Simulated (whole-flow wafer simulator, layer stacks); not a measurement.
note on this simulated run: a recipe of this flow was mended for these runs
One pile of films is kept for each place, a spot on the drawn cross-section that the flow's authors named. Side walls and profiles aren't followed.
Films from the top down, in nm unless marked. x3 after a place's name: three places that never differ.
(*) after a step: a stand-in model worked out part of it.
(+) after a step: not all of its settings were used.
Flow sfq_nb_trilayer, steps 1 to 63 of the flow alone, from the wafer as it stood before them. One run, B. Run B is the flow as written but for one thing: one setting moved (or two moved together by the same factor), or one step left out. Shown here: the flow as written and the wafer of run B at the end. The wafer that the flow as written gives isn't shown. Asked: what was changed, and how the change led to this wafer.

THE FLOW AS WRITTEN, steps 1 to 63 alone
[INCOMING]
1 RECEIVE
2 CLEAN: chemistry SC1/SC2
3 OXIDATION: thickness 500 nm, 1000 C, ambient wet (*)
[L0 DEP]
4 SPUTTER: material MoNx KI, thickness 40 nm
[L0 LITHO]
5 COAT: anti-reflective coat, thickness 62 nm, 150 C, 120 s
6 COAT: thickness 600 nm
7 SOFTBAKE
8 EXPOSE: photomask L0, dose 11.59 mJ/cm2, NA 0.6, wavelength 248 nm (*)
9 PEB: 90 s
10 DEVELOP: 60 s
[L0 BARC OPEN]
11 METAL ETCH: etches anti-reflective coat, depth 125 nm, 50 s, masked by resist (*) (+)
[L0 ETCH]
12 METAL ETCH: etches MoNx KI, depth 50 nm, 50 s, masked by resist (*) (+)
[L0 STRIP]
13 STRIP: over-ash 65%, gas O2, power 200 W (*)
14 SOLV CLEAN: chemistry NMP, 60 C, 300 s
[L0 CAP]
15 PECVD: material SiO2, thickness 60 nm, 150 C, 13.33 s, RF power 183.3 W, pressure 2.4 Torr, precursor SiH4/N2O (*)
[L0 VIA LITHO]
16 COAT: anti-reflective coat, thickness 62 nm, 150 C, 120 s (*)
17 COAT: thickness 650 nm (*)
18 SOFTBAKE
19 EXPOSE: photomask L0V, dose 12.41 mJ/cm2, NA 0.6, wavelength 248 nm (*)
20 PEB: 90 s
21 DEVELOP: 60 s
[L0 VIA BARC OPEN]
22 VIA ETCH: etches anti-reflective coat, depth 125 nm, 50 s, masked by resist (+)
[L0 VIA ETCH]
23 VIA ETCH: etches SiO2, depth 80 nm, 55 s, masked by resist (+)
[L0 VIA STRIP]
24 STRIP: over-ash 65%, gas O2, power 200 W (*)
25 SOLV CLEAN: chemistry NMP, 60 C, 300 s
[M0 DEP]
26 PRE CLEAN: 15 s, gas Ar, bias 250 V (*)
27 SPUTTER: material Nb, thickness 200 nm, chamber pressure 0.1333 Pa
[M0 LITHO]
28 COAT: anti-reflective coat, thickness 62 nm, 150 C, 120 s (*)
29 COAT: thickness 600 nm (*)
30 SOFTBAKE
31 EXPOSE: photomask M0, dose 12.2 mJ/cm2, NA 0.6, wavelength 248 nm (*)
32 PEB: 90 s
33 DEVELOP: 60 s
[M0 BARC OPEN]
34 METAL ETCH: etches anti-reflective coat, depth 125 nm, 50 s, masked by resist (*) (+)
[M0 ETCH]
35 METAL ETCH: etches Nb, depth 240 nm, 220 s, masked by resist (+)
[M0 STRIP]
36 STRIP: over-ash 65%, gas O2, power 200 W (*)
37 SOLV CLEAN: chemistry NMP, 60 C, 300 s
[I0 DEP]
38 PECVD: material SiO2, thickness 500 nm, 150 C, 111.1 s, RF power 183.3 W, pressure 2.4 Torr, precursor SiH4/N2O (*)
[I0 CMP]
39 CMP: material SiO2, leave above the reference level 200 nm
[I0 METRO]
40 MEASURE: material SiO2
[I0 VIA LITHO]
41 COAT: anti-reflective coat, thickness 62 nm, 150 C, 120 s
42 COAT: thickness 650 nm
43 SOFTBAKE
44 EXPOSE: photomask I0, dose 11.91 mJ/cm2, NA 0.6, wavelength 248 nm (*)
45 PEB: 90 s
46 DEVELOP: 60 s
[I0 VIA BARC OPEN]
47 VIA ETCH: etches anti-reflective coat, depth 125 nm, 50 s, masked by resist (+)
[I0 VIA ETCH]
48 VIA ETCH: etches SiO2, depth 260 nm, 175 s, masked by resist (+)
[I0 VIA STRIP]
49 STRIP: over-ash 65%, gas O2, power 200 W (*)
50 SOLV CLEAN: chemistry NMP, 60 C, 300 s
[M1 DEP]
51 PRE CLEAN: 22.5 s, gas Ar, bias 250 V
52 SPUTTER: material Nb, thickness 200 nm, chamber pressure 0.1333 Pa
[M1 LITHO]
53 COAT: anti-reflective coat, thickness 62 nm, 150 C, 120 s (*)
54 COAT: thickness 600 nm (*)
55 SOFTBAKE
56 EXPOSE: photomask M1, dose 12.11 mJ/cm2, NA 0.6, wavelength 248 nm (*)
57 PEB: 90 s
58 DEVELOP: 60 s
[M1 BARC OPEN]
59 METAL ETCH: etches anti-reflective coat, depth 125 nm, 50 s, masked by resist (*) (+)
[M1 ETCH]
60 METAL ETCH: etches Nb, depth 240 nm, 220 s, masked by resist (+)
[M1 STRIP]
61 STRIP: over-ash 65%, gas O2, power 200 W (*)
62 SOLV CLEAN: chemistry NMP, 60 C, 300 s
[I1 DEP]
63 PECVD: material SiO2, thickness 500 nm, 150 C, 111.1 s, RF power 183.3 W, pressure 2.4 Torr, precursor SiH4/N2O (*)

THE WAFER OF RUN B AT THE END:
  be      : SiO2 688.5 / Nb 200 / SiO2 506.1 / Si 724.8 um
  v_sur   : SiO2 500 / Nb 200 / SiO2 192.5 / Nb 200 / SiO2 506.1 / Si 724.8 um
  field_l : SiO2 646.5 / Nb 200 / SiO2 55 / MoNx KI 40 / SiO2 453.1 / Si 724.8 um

The cause: step 3, OXIDATION: thickness 453.1 nm was run, where the flow has thickness 500 nm.
It can be read off the wafer: field_l has SiO2 453.1, and step 3 as written asks for 500 nm.

How the change led to this, step by step:
  3 OXIDATION: thickness 500 nm, 1000 C, ambient wet (*)
      field_l, v_sur, via_wl and 103 more: SiO2 +453.1 (new film), chemical SiO2 -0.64 (all of it), Si -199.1 (as written it would be: SiO2 +500 (new film), chemical SiO2 -0.64 (all of it), Si -219.7)
